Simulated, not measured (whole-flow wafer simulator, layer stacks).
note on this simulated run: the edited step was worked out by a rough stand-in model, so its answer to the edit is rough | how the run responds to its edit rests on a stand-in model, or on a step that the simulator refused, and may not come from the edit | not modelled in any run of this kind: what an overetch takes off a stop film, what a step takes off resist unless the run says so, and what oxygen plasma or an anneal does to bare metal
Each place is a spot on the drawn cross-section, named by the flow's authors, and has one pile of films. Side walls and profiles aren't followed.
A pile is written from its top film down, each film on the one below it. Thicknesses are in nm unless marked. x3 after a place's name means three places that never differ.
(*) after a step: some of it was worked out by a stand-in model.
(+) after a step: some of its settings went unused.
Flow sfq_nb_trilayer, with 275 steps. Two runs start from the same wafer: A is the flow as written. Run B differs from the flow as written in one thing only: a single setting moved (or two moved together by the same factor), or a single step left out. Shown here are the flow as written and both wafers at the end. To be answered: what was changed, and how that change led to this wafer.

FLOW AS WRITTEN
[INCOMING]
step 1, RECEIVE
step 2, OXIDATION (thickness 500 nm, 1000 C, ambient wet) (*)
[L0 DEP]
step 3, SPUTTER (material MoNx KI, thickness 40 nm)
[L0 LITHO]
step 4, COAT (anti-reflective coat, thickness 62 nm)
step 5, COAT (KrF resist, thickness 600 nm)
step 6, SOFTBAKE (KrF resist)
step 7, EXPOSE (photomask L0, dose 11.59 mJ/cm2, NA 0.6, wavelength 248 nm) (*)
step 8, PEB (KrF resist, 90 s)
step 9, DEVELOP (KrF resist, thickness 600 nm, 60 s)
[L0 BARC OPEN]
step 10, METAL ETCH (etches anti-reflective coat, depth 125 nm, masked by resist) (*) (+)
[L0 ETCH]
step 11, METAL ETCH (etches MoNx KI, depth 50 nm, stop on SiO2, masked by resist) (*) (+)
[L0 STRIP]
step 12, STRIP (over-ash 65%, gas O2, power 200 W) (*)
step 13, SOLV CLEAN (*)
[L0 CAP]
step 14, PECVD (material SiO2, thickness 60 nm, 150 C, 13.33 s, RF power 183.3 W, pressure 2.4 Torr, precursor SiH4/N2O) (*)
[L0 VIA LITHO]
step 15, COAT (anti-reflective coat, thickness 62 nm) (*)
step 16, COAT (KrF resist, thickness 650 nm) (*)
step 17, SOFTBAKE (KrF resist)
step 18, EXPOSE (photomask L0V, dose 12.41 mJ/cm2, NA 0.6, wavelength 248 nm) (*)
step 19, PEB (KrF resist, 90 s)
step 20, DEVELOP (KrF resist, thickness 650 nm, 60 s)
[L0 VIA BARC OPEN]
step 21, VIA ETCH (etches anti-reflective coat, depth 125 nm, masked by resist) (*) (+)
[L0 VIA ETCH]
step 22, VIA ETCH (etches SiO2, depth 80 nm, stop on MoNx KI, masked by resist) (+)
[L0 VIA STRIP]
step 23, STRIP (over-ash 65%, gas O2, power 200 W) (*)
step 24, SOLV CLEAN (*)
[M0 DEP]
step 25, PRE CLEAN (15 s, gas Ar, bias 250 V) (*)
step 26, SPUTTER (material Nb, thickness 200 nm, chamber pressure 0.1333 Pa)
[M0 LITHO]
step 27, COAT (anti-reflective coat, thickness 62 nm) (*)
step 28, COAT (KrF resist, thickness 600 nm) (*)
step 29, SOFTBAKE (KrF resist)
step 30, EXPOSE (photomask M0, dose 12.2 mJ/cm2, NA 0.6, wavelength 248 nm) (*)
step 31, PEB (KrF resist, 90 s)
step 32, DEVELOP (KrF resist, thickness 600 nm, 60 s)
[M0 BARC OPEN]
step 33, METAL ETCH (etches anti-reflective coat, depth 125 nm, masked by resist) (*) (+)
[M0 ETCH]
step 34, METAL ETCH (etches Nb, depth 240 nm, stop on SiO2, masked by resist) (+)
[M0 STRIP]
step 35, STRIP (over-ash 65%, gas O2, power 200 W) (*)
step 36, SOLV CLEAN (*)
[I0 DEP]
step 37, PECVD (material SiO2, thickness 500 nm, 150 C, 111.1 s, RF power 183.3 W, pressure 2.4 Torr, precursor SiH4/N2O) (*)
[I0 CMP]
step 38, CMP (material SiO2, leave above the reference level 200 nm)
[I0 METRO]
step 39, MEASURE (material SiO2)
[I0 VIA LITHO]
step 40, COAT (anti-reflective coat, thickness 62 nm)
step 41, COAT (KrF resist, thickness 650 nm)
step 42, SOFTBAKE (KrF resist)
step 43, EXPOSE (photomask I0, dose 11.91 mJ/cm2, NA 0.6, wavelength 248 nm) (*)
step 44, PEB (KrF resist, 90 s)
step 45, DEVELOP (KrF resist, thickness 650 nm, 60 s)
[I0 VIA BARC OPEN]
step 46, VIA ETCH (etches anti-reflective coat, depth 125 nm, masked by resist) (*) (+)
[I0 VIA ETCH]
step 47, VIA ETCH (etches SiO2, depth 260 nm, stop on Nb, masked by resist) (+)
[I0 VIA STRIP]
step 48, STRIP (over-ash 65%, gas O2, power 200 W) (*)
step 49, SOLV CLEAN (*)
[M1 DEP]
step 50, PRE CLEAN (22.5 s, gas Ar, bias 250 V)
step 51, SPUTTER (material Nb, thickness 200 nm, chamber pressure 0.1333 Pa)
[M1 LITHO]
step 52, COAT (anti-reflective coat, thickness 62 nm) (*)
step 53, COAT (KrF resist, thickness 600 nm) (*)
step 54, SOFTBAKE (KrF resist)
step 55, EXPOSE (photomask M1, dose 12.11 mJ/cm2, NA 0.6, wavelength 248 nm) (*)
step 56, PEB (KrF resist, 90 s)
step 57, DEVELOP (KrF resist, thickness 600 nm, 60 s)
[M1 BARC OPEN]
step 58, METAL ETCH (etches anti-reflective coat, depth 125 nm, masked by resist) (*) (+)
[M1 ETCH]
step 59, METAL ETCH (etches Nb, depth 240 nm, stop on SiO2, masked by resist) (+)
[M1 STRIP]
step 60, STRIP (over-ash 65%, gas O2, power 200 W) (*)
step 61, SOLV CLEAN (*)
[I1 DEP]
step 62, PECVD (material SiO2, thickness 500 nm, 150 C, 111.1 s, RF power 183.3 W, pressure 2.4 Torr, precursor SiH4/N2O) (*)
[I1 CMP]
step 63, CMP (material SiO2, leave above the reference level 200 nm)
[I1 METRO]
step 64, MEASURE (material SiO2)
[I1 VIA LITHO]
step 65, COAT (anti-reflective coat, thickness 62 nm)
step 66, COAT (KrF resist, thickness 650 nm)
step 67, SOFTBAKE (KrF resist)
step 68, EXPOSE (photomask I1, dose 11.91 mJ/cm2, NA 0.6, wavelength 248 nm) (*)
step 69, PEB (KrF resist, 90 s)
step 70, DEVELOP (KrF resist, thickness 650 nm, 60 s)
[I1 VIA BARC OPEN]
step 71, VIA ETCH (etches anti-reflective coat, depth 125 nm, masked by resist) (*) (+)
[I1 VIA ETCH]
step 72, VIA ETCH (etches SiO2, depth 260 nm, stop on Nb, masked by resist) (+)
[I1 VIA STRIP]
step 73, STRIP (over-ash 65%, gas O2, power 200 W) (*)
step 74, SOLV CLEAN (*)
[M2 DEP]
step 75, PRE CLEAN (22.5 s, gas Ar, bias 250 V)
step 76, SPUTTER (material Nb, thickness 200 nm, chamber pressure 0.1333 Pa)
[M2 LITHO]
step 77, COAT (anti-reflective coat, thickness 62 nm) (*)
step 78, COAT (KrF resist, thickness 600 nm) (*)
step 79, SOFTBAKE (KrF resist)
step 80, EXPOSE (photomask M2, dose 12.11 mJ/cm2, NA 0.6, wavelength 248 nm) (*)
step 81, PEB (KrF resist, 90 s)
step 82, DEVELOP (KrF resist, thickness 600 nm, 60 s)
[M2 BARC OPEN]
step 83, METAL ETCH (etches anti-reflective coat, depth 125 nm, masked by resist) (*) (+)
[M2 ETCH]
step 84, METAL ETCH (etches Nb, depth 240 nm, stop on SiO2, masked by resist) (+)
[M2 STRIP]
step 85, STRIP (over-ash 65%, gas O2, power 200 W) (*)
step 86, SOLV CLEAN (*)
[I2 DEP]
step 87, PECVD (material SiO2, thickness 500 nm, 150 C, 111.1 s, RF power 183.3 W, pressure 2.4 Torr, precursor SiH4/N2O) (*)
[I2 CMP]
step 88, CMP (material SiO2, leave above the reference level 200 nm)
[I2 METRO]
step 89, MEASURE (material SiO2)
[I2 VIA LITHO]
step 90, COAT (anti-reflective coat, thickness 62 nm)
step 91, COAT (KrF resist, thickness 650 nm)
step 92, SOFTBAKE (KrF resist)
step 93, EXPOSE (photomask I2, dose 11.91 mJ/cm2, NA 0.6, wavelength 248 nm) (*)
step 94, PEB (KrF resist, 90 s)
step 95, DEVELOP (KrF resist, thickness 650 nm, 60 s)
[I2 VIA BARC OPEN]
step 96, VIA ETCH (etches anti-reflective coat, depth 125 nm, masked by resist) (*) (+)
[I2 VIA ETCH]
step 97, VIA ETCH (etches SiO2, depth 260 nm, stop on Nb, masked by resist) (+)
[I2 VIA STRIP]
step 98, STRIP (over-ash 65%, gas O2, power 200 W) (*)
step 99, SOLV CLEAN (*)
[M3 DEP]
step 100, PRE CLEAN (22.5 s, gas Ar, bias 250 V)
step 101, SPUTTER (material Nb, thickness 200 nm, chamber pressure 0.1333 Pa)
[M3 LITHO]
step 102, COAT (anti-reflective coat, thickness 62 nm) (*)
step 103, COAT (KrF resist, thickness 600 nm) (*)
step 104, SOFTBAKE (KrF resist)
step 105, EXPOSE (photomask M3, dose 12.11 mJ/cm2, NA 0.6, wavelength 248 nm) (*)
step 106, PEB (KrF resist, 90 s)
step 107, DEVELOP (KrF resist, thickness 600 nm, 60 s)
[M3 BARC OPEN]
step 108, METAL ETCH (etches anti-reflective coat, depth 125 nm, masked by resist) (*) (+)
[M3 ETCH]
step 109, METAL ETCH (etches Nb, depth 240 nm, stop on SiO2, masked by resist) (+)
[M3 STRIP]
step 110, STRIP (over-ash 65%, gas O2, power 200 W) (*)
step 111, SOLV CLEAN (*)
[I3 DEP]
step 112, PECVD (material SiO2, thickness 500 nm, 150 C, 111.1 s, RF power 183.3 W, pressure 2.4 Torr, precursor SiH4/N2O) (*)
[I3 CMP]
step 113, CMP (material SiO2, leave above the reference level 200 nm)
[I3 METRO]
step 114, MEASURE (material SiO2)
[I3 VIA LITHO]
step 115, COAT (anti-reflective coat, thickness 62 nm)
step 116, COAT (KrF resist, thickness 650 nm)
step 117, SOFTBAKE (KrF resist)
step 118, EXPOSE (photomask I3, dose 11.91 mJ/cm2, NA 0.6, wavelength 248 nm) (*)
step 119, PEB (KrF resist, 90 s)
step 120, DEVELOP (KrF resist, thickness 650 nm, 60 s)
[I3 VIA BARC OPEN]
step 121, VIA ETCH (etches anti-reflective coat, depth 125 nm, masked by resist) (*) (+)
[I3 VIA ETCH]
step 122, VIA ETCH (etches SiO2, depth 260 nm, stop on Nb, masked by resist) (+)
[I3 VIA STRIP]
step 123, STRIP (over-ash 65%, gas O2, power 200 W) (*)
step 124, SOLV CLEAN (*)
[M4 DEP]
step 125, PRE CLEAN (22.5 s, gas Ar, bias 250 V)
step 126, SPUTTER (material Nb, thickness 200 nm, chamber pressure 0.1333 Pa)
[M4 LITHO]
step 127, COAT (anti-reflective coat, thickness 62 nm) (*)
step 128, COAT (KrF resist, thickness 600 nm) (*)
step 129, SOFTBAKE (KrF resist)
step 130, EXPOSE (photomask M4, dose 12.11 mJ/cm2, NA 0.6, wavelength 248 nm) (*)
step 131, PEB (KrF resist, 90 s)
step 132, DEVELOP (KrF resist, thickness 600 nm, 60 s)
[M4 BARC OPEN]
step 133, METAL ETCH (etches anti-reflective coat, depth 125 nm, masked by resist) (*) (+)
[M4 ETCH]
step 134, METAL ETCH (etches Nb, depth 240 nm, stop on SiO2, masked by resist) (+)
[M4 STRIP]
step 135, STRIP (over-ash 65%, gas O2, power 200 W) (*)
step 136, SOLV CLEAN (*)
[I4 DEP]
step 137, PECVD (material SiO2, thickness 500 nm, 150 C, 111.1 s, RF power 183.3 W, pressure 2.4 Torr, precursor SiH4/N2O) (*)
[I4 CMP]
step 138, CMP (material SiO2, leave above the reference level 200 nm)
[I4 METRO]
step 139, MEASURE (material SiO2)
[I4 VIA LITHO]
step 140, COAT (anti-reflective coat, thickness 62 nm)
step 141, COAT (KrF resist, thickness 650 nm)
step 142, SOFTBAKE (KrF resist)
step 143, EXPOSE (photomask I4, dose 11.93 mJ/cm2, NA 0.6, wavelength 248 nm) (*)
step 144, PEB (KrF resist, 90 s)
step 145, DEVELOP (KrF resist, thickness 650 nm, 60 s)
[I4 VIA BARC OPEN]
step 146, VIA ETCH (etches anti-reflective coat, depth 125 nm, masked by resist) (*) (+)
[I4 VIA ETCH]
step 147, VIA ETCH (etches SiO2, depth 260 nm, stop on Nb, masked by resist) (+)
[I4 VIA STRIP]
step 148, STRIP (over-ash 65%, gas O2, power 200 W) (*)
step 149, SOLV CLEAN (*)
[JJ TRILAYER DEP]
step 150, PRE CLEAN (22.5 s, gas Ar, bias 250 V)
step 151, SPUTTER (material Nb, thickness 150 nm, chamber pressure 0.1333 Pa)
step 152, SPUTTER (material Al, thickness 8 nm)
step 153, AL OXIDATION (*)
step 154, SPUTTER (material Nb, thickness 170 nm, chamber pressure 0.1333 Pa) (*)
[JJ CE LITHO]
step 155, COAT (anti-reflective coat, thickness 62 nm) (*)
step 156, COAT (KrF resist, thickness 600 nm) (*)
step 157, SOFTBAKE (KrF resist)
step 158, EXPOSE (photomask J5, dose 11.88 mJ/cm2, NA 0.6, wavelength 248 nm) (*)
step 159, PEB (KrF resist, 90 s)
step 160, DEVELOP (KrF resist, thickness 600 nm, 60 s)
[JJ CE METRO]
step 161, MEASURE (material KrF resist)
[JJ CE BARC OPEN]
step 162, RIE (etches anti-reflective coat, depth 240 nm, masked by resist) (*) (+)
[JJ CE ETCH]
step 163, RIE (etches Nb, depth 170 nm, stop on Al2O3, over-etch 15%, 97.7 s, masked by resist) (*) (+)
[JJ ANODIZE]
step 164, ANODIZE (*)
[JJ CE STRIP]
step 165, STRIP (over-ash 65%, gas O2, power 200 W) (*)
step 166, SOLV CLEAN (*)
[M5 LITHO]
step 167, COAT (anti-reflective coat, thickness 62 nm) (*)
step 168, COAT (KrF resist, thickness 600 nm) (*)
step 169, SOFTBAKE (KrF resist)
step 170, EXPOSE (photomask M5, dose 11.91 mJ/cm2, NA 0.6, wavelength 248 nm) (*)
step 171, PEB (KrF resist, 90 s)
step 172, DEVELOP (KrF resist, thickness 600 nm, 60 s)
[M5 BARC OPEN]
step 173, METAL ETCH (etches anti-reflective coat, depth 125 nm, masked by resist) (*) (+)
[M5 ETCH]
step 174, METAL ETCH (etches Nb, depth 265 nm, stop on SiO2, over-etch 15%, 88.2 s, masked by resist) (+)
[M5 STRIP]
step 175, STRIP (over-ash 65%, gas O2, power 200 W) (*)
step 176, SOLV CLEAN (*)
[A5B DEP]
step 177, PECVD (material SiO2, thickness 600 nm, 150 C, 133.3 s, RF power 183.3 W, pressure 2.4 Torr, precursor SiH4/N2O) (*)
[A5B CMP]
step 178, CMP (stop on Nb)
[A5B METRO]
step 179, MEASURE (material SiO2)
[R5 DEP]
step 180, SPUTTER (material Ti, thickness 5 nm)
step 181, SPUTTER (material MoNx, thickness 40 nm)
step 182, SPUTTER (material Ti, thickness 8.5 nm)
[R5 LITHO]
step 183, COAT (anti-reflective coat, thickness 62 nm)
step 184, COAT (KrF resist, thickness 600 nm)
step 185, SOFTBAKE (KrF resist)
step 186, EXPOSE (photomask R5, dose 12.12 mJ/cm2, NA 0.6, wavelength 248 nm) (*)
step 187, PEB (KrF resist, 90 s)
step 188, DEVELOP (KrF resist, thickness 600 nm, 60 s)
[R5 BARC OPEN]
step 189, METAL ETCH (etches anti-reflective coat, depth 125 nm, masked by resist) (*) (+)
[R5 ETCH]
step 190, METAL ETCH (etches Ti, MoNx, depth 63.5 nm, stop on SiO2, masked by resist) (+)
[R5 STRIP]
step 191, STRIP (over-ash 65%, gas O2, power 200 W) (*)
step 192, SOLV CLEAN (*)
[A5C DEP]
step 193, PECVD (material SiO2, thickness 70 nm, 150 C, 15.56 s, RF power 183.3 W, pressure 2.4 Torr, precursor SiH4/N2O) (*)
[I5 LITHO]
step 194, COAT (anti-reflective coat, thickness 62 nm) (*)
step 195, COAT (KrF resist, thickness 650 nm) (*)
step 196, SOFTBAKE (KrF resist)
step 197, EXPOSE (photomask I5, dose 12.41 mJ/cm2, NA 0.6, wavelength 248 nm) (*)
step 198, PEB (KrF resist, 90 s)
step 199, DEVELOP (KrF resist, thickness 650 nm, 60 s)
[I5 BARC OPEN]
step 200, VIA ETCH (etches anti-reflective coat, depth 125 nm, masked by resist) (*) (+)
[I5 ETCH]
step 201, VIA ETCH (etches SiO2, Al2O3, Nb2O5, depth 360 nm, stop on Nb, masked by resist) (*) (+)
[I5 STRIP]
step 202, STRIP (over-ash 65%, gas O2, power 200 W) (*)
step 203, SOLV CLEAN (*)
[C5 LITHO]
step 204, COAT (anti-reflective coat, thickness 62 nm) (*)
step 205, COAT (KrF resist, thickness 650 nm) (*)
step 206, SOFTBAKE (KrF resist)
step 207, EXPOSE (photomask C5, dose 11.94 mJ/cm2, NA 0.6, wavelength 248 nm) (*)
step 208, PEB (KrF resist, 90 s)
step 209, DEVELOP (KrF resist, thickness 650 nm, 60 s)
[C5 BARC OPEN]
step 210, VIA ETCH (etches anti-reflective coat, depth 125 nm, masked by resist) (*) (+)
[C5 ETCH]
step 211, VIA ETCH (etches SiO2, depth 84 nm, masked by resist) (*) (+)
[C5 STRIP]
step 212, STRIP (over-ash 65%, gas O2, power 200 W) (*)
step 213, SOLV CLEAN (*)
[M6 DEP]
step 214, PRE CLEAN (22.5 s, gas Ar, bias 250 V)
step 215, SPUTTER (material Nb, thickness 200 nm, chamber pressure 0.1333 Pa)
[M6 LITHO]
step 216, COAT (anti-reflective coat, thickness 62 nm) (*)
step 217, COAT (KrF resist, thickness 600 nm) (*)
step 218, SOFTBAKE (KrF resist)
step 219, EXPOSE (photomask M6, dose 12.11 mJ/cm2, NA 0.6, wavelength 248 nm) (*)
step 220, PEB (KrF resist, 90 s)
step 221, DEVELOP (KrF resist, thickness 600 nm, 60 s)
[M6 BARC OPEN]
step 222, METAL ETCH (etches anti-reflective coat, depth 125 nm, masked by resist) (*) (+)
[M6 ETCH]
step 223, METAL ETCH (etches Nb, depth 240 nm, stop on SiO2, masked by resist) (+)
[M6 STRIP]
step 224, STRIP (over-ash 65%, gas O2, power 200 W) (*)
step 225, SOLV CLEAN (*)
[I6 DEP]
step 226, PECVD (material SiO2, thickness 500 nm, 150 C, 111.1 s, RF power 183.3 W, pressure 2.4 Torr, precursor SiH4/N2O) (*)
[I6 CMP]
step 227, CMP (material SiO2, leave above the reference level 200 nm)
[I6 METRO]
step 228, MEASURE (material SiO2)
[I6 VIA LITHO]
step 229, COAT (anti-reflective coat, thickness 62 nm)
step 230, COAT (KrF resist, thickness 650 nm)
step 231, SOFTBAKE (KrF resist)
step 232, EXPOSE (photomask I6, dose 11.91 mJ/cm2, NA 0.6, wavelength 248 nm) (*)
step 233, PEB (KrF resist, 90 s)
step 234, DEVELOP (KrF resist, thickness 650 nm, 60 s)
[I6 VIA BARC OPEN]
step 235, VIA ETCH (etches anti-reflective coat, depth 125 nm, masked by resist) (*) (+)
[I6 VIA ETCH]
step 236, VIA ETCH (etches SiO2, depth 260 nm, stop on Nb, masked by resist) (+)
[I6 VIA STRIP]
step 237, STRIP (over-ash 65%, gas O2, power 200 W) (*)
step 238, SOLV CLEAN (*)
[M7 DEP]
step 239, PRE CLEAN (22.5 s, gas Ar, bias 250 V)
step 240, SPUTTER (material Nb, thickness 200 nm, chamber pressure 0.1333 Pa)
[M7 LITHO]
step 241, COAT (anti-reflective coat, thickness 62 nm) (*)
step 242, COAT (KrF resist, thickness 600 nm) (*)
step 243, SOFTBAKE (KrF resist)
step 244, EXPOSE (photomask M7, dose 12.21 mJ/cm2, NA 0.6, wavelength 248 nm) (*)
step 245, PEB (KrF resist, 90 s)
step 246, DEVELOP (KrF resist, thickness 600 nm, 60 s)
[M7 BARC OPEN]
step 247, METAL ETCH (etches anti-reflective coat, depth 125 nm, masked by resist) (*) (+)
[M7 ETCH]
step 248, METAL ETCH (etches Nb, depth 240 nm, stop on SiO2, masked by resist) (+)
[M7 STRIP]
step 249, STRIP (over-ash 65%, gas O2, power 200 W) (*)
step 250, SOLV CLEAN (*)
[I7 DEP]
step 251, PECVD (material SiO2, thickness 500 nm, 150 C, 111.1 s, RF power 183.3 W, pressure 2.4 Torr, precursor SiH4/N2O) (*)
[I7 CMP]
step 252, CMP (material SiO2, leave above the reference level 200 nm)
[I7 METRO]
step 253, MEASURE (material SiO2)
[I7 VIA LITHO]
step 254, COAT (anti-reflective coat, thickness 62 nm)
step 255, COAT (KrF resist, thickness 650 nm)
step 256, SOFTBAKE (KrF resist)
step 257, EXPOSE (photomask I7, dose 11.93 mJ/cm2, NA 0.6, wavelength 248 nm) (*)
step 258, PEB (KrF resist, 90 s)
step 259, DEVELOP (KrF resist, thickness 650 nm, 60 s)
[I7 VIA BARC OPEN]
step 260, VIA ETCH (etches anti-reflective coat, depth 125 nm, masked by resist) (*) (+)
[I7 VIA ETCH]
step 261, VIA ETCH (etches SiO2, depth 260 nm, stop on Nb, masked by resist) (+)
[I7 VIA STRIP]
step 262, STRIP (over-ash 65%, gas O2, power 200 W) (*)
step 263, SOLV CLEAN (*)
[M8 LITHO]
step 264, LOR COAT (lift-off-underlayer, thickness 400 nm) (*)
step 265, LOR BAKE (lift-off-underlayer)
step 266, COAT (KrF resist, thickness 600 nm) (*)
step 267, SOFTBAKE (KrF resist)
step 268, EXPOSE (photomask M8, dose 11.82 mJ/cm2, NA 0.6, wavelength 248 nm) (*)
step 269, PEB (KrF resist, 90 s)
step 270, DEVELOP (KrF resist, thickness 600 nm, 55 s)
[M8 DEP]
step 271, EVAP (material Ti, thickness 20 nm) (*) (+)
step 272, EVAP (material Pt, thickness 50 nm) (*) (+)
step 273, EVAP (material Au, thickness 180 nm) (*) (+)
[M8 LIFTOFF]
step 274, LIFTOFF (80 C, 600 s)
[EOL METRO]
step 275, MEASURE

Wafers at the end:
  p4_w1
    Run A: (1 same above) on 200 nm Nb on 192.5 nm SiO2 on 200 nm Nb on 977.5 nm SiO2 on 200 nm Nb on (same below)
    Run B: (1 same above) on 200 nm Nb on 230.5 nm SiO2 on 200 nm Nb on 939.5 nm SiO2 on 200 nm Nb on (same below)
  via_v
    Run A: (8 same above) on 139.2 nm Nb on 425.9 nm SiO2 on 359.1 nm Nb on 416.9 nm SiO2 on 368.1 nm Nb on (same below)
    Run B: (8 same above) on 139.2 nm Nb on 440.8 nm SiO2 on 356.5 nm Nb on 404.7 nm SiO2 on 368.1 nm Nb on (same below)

Cause: step 87, PECVD: thickness 362 nm was run, whereas the flow has thickness 500 nm; step 87, PECVD: 80.56 s was run, where the flow has 111.1 s.

Step by step, how the change led to this:
  step 87, PECVD (material SiO2, thickness 500 nm, 150 C, 111.1 s, RF power 183.3 W, pressure 2.4 Torr, precursor SiH4/N2O) (*)
      field_l, be, be_sur and 81 more: A +500 SiO2 | B +362 SiO2
      v_sur, via_wl, via_w and 18 more: A +500 SiO2 (new film) | B +362 SiO2 (new film)
      (and at 1 other place as well)
  step 88, CMP (material SiO2, leave above the reference level 200 nm)
      field_l, be, be_sur and 81 more: A -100 SiO2 | B nothing
      via_v: A -181.6 SiO2 | B nothing
      (and at 21 other places as well)
  step 90, COAT (anti-reflective coat, thickness 62 nm)
      wl_f_m6, wl_f_sr, wl_g_sl: A +62 anti-reflective coat (new film) | B +64.2 anti-reflective coat (new film)
      m0r_space_l, m6r_space_l, m7r_space_l: A +62 anti-reflective coat (new film) | B +67.4 anti-reflective coat (new film)
      (and at 41 other places as well)
  step 91, COAT (KrF resist, thickness 650 nm)
      v_sur: A +650 KrF resist (new film) | B +636.9 KrF resist (new film)
      via_wl: A +650 KrF resist (new film) | B +634.7 KrF resist (new film)
      (and at 2 other places as well)
  step 95, DEVELOP (KrF resist, thickness 650 nm, 60 s)
      via_w: A -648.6 KrF resist (all of it) | B -635.6 KrF resist (all of it)
  step 96, VIA ETCH (etches anti-reflective coat, depth 125 nm, masked by resist) (*) (+)
      field_l, v_sur, via_wl and 102 more: A -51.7 KrF resist | B -49.2 KrF resist
      via_w: A -62 anti-reflective coat (all of it), -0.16 SiO2 | B -59 anti-reflective coat (all of it), -0.15 SiO2
  step 98, STRIP (over-ash 65%, gas O2, power 200 W) (*)
      m0r_space_l, m6r_space_l, m7r_space_l: A -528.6 KrF resist (all of it), -62 anti-reflective coat (all of it) | B -535.2 KrF resist (all of it), -67.4 anti-reflective coat (all of it)
      m0r_space_r, m6r_space_r, m7r_space_r: A -528.6 KrF resist (all of it), -62 anti-reflective coat (all of it) | B -535.1 KrF resist (all of it), -67.5 anti-reflective coat (all of it)
      (and at 40 other places as well)
  step 102, COAT (anti-reflective coat, thickness 62 nm) (*)
      m0r_space_l, r5r_line_c, m6r_space_l, m7r_space_l: A +62 anti-reflective coat (new film) | B +66.7 anti-reflective coat (new film)
      wl_d_m1, m5r_space_l, m5r_space_r: A +62 anti-reflective coat (new film) | B +64.5 anti-reflective coat (new film)
      (and at 40 other places as well)
  step 103, COAT (KrF resist, thickness 600 nm) (*)
      v_sur: A +582.9 KrF resist (new film) | B +569.9 KrF resist (new film)
      via_wl: A +601.8 KrF resist (new film) | B +585 KrF resist (new film)
      (and at 4 other places as well)
  step 107, DEVELOP (KrF resist, thickness 600 nm, 60 s)
      wl_d_sl: A -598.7 KrF resist (all of it) | B -611.3 KrF resist (all of it)
      wl_d_m1: A -598.7 KrF resist (all of it) | B -612.3 KrF resist (all of it)
      (and at 1 other place as well)
  step 108, METAL ETCH (etches anti-reflective coat, depth 125 nm, masked by resist) (*) (+)
      m0r_space_l, r5r_line_c, m6r_space_l, m7r_space_l: A -62 anti-reflective coat (all of it) | B -66.7 anti-reflective coat (all of it)
      wl_d_m1, m5r_space_l, m5r_space_r: A -62 anti-reflective coat (all of it) | B -64.5 anti-reflective coat (all of it)
      (and at 27 other places as well)
  step 110, STRIP (over-ash 65%, gas O2, power 200 W) (*)
      v_sur: A -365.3 KrF resist (all of it), -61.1 anti-reflective coat (all of it) | B -351.5 KrF resist (all of it), -52.9 anti-reflective coat (all of it)
      via_wl: A -384.2 KrF resist (all of it), -34.2 anti-reflective coat (all of it) | B -366.6 KrF resist (all of it), -32.4 anti-reflective coat (all of it)
      (and at 11 other places as well)
  step 113, CMP (material SiO2, leave above the reference level 200 nm)
      field_l, be, be_sur and 64 more: A -100 SiO2 | B -62 SiO2
      p4_w1, p4_w2, p4_w3 and 6 more: A -300 SiO2 | B -262 SiO2
      (and at 9 other places as well)
  step 122, VIA ETCH (etches SiO2, depth 260 nm, stop on Nb, masked by resist) (+)
      via_v: A -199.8 SiO2 (all of it) | B -212.1 SiO2 (all of it)
  step 137, PECVD (material SiO2, thickness 500 nm, 150 C, 111.1 s, RF power 183.3 W, pressure 2.4 Torr, precursor SiH4/N2O) (*)
      via_v: A +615 SiO2 (new film) | B +629.9 SiO2 (new film)
